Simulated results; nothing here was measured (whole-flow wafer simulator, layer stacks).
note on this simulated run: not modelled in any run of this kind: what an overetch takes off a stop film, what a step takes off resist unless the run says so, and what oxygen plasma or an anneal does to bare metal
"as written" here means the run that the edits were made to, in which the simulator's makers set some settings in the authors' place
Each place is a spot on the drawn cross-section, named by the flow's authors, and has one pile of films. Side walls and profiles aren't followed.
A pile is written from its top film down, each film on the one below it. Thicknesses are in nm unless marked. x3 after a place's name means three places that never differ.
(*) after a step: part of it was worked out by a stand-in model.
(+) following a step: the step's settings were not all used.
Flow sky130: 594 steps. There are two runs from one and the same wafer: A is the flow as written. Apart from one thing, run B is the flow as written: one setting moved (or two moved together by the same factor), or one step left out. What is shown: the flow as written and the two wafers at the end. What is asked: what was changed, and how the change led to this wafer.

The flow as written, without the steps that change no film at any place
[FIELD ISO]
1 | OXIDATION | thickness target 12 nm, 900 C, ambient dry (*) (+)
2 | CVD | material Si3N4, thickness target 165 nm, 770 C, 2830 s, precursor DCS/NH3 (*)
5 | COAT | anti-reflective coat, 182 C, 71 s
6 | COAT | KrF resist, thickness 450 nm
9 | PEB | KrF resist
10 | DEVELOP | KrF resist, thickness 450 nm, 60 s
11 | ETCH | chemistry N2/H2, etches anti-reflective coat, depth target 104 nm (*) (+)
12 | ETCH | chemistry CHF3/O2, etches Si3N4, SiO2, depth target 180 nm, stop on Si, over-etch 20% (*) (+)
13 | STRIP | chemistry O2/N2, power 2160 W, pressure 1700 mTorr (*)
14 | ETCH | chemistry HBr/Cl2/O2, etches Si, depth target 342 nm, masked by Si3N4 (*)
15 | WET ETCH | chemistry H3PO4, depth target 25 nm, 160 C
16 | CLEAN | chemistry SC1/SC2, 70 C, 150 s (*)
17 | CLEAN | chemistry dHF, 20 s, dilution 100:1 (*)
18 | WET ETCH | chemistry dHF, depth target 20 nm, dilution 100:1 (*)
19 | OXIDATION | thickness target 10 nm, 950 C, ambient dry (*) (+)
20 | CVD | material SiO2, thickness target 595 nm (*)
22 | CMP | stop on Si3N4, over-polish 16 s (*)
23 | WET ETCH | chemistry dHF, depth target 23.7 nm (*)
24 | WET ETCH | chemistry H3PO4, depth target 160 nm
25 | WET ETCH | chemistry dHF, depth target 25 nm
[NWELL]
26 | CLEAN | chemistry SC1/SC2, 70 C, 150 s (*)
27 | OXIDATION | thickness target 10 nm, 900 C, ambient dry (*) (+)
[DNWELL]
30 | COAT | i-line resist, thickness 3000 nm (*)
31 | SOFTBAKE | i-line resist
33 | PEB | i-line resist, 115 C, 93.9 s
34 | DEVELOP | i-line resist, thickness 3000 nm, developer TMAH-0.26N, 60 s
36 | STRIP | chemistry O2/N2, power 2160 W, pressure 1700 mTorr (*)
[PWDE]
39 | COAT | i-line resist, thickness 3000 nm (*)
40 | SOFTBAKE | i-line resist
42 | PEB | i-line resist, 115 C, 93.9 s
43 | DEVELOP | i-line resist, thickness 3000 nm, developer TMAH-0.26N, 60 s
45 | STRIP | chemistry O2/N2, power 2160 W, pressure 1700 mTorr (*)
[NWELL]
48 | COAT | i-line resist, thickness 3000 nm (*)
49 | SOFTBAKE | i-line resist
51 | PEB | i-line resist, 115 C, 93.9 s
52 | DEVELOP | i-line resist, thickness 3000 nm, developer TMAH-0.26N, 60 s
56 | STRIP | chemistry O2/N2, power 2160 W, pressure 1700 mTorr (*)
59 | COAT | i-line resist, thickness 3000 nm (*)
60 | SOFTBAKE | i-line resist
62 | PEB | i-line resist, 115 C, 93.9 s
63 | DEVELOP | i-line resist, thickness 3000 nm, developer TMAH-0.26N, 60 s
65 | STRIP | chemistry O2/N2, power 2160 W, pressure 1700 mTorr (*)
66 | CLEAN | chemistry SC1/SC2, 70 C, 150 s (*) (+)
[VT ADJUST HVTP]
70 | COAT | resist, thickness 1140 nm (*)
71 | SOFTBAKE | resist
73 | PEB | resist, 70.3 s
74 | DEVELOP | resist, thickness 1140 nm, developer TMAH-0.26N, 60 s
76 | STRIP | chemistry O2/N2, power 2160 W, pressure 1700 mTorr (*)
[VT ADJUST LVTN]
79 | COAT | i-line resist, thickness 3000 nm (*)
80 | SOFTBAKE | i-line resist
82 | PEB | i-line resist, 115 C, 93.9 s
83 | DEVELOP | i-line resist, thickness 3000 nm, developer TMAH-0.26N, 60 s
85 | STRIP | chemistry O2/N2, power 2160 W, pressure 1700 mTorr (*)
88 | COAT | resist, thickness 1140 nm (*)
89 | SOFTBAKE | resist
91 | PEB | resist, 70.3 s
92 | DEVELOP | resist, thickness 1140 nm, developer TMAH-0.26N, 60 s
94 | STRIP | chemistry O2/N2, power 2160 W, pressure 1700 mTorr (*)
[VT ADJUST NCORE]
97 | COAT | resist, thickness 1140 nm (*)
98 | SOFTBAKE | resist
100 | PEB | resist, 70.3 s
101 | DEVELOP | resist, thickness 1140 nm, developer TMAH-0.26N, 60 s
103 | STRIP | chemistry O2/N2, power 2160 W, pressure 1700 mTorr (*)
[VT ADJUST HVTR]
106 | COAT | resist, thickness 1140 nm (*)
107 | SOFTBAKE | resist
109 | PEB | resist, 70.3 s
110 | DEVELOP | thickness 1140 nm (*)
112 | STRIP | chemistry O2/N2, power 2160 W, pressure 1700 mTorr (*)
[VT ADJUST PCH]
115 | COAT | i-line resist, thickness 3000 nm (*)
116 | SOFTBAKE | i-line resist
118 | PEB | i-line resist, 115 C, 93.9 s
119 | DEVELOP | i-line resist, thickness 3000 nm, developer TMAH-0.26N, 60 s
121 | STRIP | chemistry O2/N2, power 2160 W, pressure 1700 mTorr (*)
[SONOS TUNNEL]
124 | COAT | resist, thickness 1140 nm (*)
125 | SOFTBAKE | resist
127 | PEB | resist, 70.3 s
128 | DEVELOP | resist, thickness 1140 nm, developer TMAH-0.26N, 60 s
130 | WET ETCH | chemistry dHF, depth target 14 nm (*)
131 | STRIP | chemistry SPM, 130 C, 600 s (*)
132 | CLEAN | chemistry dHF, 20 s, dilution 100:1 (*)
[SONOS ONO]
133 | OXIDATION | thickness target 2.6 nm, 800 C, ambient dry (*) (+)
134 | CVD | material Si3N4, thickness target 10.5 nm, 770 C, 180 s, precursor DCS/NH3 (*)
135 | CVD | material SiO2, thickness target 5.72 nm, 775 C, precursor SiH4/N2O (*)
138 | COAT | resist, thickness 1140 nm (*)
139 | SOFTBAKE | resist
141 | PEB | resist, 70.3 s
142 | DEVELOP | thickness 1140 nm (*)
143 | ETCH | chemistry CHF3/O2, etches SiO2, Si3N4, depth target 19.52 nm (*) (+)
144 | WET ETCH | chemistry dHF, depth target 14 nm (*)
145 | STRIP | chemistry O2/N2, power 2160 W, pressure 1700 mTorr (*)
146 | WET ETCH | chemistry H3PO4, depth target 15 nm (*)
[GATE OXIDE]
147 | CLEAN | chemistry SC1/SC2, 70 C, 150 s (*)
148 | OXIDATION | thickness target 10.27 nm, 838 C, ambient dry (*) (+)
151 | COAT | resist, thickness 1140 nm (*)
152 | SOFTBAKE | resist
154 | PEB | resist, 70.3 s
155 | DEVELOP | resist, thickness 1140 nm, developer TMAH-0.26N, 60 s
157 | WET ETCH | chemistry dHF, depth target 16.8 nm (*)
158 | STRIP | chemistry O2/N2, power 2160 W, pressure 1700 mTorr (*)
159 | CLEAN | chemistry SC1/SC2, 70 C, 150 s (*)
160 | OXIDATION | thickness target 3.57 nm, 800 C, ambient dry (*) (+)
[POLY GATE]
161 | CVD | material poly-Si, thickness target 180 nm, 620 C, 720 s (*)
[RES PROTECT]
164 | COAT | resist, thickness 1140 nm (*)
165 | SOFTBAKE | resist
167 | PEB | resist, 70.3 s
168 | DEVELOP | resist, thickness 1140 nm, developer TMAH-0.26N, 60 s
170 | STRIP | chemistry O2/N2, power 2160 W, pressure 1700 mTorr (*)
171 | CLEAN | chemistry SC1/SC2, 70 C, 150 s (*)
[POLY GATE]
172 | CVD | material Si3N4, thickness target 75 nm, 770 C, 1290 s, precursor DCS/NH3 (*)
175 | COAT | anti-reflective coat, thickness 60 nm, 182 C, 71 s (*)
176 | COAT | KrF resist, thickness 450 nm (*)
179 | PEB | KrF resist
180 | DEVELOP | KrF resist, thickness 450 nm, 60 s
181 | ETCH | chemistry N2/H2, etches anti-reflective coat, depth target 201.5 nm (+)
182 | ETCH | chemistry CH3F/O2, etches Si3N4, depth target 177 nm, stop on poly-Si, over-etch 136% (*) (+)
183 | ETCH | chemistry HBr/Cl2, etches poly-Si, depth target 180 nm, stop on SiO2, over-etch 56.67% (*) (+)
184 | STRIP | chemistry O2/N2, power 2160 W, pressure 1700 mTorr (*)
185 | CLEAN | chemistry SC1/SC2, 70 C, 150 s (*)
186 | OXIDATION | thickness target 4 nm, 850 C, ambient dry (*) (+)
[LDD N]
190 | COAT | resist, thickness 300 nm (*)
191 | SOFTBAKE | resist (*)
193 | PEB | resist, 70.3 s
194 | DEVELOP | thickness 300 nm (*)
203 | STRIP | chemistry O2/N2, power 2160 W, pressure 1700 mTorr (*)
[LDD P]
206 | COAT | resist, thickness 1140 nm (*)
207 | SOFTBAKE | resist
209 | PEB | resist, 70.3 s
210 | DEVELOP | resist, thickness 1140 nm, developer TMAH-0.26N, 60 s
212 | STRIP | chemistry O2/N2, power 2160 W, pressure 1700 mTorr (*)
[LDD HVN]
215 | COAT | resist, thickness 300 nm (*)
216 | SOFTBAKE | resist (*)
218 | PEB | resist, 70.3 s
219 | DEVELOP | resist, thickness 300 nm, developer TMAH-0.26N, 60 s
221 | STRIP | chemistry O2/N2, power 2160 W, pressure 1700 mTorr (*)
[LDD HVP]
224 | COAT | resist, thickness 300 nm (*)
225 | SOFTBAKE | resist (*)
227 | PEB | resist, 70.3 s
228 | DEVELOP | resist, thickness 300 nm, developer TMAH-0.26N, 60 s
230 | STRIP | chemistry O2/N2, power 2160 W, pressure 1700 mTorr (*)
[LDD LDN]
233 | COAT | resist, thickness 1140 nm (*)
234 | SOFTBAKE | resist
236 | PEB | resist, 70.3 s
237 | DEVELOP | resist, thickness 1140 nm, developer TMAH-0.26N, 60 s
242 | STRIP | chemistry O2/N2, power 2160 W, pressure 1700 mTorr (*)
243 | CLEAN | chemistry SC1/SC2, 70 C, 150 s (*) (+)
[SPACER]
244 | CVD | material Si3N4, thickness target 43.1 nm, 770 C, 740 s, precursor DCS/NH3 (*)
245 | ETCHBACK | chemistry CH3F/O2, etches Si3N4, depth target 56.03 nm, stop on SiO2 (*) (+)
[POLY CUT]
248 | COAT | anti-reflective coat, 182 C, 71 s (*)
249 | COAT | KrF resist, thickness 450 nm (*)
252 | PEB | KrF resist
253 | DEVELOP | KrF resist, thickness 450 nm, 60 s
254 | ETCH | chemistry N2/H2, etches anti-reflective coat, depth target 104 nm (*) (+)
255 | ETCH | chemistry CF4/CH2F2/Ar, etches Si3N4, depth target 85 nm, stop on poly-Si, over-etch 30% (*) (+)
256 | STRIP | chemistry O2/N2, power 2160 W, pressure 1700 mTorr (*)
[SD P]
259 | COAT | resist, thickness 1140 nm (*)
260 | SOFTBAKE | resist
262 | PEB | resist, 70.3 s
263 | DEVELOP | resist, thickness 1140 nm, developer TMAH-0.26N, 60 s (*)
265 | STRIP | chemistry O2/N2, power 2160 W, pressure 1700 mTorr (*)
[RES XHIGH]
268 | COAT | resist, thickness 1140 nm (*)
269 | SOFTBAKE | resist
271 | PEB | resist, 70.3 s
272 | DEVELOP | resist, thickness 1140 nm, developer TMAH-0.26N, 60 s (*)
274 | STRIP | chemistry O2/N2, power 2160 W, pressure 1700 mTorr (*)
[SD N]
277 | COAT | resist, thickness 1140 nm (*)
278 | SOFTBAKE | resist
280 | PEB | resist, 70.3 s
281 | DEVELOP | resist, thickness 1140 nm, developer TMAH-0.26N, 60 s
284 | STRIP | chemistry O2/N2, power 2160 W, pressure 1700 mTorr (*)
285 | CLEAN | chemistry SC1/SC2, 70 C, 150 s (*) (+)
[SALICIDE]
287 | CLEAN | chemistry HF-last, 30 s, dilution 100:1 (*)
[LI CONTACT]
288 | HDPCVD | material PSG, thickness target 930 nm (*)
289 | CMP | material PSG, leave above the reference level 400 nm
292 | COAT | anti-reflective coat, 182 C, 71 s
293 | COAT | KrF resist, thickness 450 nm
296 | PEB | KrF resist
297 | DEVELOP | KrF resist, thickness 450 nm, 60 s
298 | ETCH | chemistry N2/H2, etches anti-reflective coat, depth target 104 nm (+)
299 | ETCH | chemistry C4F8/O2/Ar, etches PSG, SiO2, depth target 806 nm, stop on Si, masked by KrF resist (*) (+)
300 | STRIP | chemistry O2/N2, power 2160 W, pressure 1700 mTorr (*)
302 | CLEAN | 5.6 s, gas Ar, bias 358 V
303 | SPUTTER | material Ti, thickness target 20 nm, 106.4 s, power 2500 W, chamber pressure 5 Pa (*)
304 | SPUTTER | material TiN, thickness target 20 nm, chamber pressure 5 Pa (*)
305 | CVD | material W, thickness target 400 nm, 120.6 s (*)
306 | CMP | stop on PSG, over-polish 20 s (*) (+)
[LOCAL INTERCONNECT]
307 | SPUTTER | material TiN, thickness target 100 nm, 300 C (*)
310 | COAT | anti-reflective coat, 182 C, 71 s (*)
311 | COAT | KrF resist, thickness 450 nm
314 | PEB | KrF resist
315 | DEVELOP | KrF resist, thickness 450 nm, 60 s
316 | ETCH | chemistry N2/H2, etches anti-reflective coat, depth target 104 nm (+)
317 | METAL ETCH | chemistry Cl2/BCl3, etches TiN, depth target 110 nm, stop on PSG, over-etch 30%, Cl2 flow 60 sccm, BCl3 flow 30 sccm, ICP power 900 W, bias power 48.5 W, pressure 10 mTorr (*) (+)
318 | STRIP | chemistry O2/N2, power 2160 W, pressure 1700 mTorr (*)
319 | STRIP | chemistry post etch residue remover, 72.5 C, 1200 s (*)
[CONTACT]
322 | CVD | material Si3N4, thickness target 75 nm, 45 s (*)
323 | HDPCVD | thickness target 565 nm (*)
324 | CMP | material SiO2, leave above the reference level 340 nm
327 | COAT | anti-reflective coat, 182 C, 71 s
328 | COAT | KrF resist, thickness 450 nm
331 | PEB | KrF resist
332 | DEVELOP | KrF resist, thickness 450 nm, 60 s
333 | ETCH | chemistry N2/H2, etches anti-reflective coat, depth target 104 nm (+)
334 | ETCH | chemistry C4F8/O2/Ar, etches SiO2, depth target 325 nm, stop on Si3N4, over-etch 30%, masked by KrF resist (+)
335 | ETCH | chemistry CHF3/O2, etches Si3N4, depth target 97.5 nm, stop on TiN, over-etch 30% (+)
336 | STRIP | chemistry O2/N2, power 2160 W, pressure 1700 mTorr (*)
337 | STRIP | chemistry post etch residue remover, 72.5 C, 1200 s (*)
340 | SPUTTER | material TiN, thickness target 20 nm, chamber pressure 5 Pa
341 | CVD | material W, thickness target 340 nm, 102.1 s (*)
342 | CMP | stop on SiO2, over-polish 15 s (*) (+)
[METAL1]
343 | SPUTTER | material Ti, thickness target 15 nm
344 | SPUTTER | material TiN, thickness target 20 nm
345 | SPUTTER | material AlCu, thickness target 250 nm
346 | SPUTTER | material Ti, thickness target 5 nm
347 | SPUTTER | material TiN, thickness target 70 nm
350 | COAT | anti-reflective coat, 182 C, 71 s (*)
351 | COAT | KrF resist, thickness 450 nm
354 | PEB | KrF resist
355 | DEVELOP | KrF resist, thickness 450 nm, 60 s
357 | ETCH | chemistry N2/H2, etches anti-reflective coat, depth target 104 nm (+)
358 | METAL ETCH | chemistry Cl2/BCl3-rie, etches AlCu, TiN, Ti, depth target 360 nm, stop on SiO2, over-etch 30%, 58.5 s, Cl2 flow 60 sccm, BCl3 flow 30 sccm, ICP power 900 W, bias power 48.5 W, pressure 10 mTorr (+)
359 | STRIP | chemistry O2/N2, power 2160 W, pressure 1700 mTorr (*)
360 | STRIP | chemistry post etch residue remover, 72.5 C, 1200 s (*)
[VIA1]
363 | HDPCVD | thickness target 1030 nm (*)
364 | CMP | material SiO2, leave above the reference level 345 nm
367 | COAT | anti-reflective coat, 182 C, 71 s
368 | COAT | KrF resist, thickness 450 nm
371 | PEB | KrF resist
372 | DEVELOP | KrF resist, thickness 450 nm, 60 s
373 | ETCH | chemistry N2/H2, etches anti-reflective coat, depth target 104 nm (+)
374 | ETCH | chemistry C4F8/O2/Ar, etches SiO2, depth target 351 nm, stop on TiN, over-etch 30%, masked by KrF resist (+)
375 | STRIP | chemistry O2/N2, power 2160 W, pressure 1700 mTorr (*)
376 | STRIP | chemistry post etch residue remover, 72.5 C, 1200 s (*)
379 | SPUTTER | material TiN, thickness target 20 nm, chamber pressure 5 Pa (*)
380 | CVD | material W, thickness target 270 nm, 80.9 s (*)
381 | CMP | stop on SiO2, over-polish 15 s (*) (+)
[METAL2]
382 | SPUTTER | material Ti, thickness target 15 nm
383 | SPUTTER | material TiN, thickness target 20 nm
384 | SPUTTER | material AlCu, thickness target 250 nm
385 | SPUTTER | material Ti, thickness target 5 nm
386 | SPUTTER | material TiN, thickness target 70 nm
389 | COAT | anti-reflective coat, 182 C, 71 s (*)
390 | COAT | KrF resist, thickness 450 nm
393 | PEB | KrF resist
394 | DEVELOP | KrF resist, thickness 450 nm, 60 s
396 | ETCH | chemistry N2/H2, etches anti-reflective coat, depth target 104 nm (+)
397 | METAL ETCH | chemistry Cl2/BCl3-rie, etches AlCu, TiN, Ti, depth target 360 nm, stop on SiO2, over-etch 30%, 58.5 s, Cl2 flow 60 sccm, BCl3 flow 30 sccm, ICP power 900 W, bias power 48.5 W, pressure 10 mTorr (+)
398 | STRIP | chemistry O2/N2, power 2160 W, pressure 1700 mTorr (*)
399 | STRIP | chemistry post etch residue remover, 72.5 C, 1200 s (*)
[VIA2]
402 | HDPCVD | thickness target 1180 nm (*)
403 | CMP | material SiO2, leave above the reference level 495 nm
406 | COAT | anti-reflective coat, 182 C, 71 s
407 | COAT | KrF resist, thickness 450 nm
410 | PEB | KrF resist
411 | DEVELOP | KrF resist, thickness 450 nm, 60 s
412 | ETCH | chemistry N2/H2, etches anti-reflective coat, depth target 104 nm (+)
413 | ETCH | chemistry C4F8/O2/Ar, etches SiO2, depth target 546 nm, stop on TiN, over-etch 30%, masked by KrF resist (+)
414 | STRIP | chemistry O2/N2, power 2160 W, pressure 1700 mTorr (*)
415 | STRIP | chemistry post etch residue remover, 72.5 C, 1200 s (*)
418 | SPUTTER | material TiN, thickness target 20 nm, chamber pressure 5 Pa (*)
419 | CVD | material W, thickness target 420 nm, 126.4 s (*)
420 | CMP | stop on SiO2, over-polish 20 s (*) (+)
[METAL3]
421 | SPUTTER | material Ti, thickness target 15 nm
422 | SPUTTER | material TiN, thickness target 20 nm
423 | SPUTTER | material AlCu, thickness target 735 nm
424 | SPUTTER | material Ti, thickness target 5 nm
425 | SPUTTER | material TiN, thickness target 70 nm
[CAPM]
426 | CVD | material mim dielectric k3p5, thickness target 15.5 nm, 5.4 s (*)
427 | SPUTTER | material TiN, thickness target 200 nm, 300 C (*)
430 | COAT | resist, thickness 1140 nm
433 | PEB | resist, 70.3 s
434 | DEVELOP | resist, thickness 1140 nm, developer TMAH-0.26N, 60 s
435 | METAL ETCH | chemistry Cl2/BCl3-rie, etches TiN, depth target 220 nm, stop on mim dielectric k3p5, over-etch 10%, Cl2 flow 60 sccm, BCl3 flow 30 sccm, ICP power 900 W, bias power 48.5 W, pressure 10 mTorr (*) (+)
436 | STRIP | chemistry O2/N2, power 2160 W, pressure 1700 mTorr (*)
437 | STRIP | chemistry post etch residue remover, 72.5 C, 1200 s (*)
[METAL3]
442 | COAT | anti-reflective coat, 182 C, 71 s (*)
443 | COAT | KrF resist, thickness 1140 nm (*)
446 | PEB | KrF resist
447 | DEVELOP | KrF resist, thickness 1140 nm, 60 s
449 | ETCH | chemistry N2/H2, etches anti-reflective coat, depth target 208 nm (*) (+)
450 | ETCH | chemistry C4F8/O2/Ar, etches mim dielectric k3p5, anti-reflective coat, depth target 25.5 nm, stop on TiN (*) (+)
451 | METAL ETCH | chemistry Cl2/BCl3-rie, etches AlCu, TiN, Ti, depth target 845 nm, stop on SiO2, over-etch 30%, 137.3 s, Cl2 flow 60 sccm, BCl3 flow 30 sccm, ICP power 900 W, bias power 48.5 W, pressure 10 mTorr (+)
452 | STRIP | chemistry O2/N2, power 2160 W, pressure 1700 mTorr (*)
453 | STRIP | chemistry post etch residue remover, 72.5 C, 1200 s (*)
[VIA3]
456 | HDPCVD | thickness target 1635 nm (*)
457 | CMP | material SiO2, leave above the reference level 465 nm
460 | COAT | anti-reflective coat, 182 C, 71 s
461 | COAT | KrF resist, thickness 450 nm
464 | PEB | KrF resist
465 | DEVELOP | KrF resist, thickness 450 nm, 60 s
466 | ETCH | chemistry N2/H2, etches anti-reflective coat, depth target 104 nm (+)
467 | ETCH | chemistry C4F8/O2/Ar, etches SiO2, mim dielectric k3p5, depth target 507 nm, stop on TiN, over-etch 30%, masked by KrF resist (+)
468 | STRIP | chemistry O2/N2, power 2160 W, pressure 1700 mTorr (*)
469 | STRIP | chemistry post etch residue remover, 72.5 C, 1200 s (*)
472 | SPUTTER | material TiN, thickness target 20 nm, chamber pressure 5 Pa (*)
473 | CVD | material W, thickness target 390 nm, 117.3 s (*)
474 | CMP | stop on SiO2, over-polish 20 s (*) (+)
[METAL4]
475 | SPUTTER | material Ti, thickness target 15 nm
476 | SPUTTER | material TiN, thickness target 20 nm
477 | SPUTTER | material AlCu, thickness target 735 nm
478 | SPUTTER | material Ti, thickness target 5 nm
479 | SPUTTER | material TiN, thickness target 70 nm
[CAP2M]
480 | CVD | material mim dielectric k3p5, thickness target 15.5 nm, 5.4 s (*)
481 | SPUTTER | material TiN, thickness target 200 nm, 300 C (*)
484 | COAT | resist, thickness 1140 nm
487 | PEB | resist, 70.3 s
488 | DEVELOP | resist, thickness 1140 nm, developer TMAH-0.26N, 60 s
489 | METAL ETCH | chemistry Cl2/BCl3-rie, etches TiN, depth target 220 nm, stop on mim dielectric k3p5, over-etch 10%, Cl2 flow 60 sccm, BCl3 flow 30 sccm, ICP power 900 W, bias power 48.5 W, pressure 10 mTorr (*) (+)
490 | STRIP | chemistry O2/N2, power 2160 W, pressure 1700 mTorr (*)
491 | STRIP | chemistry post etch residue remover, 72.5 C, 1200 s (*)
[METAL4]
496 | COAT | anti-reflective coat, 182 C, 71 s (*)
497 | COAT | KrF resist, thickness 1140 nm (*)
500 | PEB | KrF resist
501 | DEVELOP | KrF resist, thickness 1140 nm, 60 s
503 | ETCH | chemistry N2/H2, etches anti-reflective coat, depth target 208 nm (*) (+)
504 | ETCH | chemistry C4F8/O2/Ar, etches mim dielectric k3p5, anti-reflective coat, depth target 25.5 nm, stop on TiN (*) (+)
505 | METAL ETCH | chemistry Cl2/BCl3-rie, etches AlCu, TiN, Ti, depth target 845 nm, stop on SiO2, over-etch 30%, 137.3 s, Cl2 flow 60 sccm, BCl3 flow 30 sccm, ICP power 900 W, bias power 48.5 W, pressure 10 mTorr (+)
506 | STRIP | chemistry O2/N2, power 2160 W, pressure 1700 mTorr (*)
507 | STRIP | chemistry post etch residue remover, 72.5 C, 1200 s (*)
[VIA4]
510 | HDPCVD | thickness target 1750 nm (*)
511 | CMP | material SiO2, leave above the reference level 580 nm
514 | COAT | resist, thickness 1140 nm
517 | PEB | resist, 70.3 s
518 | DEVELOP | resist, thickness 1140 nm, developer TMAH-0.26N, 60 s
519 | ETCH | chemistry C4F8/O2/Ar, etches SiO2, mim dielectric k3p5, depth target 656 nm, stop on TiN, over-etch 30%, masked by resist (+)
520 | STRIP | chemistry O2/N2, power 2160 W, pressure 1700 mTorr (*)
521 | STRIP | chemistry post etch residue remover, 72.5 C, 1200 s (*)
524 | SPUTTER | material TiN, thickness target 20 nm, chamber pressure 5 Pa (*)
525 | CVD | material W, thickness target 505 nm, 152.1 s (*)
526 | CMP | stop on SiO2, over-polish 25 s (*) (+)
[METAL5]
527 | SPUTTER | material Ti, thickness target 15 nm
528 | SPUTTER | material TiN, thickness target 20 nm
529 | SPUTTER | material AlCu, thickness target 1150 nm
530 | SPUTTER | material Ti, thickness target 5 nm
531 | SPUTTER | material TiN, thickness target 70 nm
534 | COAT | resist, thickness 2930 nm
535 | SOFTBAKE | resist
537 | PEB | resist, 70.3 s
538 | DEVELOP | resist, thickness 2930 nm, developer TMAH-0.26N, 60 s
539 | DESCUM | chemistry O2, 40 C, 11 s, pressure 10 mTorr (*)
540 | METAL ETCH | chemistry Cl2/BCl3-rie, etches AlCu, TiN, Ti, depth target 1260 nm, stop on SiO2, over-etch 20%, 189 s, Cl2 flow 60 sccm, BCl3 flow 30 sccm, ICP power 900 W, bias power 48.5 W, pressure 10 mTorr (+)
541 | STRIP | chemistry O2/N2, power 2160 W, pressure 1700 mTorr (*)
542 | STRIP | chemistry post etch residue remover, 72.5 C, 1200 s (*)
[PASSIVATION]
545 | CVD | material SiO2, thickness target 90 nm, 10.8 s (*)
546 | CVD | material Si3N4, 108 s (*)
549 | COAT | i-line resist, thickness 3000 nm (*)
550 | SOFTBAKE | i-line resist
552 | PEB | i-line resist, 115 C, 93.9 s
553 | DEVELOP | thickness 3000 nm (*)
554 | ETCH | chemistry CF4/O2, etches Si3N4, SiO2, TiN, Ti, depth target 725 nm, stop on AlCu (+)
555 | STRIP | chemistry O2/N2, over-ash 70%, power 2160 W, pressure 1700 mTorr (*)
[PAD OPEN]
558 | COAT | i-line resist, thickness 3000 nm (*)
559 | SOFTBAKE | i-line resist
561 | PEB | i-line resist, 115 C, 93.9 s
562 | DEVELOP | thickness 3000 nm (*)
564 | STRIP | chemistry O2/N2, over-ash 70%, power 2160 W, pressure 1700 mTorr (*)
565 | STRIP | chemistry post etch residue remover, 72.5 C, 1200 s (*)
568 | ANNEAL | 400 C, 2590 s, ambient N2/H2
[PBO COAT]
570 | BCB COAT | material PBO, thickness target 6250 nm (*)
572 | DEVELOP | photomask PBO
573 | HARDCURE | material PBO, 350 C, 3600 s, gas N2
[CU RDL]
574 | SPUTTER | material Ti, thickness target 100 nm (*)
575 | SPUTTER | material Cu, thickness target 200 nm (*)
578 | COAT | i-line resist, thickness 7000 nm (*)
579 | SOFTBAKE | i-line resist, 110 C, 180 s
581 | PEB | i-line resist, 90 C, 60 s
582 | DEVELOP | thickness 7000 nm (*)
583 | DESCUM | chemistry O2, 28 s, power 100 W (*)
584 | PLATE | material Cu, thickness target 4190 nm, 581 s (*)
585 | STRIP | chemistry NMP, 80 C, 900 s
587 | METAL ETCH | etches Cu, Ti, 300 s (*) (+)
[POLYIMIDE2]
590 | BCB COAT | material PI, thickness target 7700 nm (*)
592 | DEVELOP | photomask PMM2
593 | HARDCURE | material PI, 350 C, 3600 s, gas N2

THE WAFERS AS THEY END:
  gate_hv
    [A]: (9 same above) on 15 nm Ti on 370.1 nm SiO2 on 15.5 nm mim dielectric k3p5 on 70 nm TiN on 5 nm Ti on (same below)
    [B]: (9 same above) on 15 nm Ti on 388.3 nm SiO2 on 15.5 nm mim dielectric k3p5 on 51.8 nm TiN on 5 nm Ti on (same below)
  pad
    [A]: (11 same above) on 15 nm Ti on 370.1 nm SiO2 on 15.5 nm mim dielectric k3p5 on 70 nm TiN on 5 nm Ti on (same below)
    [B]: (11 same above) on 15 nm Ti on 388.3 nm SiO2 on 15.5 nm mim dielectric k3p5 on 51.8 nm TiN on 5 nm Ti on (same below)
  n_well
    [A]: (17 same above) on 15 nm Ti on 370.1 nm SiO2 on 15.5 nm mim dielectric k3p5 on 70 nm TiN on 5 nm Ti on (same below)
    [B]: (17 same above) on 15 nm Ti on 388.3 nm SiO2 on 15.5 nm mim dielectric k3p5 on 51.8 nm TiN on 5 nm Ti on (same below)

What caused this: step 425, SPUTTER: thickness target 51.8 nm was run, whereas the flow has thickness target 70 nm.
The wafer lets one read it off: gate_hv has TiN 51.8, and step 425 as written asks for 70 nm.

How this came from the change, step by step:
  425 | SPUTTER | material TiN, thickness target 70 nm
      field, active, n_well and 188 more: A TiN gains 70 (new film) | B TiN gains 51.8 (new film)
  451 | METAL ETCH | chemistry Cl2/BCl3-rie, etches AlCu, TiN, Ti, depth target 845 nm, stop on SiO2, over-etch 30%, 137.3 s, Cl2 flow 60 sccm, BCl3 flow 30 sccm, ICP power 900 W, bias power 48.5 W, pressure 10 mTorr (+)
      field, gate, spacer and 68 more: A TiN loses 70 (all of it), Ti loses 5 (all of it), AlCu loses 735 (all of it), TiN loses 20 (all of it), Ti loses 15 (all of it), SiO2 loses 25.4 | B TiN loses 51.8 (all of it), Ti loses 5 (all of it), AlCu loses 735 (all of it), TiN loses 20 (all of it), Ti loses 15 (all of it), SiO2 loses 27.2
      active, vpp_ln, vpp_iso2 and 11 more: A TiN loses 70 (all of it), Ti loses 5 (all of it), AlCu loses 735 (all of it), TiN loses 20 (all of it), Ti loses 15 (all of it), SiO2 loses 25.3 | B TiN loses 51.8 (all of it), Ti loses 5 (all of it), AlCu loses 735 (all of it), TiN loses 20 (all of it), Ti loses 15 (all of it), SiO2 loses 27.2
  467 | ETCH | chemistry C4F8/O2/Ar, etches SiO2, mim dielectric k3p5, depth target 507 nm, stop on TiN, over-etch 30%, masked by KrF resist (+)
      m1: A SiO2 loses 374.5 (all of it), mim dielectric k3p5 loses 15.5 (all of it) | B SiO2 loses 392.7 (all of it), mim dielectric k3p5 loses 15.5 (all of it)
      via3_hole: A SiO2 loses 373.9 (all of it), mim dielectric k3p5 loses 15.5 (all of it) | B SiO2 loses 392.1 (all of it), mim dielectric k3p5 loses 15.5 (all of it)
  473 | CVD | material W, thickness target 390 nm, 117.3 s (*)
      m1: A W gains 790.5 (new film) | B W gains 808.9 (new film)
      via3_hole: A W gains 789.9 (new film) | B W gains 808.3 (new film)
